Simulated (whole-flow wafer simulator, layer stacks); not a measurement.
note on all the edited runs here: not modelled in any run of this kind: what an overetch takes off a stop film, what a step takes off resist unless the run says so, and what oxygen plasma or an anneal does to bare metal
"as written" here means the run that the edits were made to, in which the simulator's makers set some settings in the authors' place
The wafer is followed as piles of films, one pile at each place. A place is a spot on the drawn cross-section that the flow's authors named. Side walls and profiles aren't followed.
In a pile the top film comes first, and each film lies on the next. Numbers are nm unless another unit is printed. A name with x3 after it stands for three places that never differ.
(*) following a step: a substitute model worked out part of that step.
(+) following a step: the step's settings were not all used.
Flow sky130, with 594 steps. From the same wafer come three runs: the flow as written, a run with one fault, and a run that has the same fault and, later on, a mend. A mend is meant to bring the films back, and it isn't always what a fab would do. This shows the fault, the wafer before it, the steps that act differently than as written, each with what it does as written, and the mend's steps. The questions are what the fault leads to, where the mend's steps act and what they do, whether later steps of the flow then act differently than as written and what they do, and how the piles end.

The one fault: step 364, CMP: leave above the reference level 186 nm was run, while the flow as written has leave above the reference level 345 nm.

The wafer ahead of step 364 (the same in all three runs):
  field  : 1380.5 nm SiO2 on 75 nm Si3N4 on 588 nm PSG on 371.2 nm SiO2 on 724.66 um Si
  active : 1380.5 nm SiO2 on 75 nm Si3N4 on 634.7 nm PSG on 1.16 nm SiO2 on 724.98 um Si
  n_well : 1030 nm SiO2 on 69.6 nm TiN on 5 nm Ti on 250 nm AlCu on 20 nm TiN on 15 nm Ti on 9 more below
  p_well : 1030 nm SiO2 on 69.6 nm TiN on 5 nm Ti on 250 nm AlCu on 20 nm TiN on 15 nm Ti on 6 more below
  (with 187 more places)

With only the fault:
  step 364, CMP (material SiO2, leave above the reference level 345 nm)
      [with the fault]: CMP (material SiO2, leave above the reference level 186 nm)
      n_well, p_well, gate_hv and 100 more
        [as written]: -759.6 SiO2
        [with the fault]: -918.6 SiO2
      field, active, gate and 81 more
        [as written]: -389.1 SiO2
        [with the fault]: -548.1 SiO2
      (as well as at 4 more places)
  Steps later in the flow that act otherwise than as written (10 more steps, not shown, differ only slightly: by at most 2% or 0.5 nm, whichever is larger):
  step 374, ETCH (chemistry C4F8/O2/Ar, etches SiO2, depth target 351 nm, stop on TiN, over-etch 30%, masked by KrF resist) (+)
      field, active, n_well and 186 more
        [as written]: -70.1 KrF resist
        [with the fault]: -28.8 KrF resist
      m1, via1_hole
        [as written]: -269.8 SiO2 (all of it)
        [with the fault]: -110.8 SiO2 (all of it)
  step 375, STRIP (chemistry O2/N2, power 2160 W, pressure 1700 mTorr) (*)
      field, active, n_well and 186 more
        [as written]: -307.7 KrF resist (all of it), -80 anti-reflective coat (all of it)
        [with the fault]: -349 KrF resist (all of it), -80 anti-reflective coat (all of it)
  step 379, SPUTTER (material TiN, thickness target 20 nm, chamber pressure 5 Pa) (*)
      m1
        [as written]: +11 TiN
        [with the fault]: +14.6 TiN
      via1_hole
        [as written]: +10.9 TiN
        [with the fault]: +14.6 TiN
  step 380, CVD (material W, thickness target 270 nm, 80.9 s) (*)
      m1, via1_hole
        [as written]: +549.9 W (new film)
        [with the fault]: +387.2 W (new film)
  At field, active, n_well and 190 more, the piles at the end differ from the flow's by more than 2% or 0.5 nm, whichever is larger.
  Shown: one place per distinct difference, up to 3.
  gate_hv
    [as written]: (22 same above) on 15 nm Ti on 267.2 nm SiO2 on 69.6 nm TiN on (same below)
    [with the fault]: (22 same above) on 15 nm Ti on 108.2 nm SiO2 on 69.6 nm TiN on (same below)
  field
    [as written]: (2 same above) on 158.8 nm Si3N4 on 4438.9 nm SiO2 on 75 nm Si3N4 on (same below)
    [with the fault]: (2 same above) on 158.8 nm Si3N4 on 4279.9 nm SiO2 on 75 nm Si3N4 on (same below)
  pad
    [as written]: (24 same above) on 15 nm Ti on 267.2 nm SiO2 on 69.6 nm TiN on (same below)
    [with the fault]: (24 same above) on 15 nm Ti on 108.2 nm SiO2 on 69.6 nm TiN on (same below)

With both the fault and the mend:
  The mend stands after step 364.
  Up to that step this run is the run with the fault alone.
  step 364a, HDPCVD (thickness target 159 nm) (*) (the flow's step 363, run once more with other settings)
      field, active, n_well and 188 more
        +159 SiO2
  Later steps of the flow that are run all act as written at every place that is followed, up to a difference of at most 2% or 0.5 nm, whichever is larger.
  By the end, the piles equal the flow's at every place that both follow.
